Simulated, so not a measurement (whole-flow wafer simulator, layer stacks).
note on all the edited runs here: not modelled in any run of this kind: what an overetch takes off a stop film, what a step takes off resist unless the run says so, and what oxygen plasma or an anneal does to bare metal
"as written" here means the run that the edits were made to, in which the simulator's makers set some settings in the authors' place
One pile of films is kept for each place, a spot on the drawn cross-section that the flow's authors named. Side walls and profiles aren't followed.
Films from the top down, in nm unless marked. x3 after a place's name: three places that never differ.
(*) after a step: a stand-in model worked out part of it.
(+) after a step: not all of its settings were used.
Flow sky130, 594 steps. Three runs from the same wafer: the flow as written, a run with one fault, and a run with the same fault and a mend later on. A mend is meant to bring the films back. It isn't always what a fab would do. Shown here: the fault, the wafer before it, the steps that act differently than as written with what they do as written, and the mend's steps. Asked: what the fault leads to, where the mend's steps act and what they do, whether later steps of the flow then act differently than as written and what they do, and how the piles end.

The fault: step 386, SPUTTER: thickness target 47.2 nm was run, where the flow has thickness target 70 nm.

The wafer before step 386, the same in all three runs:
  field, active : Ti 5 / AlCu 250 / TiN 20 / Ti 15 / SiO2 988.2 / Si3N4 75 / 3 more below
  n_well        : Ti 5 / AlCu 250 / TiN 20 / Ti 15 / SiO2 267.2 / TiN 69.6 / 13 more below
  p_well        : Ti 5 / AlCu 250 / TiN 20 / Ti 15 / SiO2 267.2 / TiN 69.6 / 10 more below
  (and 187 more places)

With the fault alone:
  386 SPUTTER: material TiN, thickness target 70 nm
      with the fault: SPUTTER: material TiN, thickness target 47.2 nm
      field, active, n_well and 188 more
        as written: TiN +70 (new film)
        with the fault: TiN +47.2 (new film)
  Later steps of the flow that act differently than as written (15 more steps differ only slightly, by at most 2% or 0.5 nm, whichever is larger, and aren't shown):
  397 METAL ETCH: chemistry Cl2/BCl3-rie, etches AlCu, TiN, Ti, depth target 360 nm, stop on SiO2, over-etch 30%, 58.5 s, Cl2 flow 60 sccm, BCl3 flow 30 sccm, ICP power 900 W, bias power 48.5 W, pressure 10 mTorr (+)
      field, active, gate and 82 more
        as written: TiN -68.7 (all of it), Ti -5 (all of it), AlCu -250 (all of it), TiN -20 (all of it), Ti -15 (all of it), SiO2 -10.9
        with the fault: TiN -45.9 (all of it), Ti -5 (all of it), AlCu -250 (all of it), TiN -20 (all of it), Ti -15 (all of it), SiO2 -13.2
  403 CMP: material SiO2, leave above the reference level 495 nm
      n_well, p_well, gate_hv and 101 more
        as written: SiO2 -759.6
        with the fault: SiO2 -736.8
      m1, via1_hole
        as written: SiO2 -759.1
        with the fault: SiO2 -736.3
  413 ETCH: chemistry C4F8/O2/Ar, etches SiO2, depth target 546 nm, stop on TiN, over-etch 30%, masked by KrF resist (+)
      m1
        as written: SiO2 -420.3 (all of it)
        with the fault: SiO2 -443.1 (all of it)
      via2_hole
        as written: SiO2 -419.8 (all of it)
        with the fault: SiO2 -442.6 (all of it)
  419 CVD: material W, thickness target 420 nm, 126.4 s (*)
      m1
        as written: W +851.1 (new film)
        with the fault: W +874.2 (new film)
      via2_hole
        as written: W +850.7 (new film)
        with the fault: W +873.8 (new film)
  At the end the piles differ from the flow's by more than 2% or 0.5 nm, whichever is larger, at n_well, p_well, gate_hv and 103 more.
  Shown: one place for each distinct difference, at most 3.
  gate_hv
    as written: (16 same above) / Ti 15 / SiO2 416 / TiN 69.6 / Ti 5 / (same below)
    with the fault: (16 same above) / Ti 15 / SiO2 438.8 / TiN 46.8 / Ti 5 / (same below)
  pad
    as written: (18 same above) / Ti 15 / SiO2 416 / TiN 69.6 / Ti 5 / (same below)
    with the fault: (18 same above) / Ti 15 / SiO2 438.8 / TiN 46.8 / Ti 5 / (same below)
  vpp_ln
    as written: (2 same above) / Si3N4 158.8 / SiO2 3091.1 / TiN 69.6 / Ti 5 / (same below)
    with the fault: (2 same above) / Si3N4 158.8 / SiO2 3113.9 / TiN 46.8 / Ti 5 / (same below)

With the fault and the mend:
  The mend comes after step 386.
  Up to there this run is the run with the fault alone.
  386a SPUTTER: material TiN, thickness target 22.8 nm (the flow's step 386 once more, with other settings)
      field, active, n_well and 188 more
        TiN +22.8
  No later step of the flow acts differently than as written at any place that is followed.
  At the end the piles are the same as the flow's at every place that both follow.
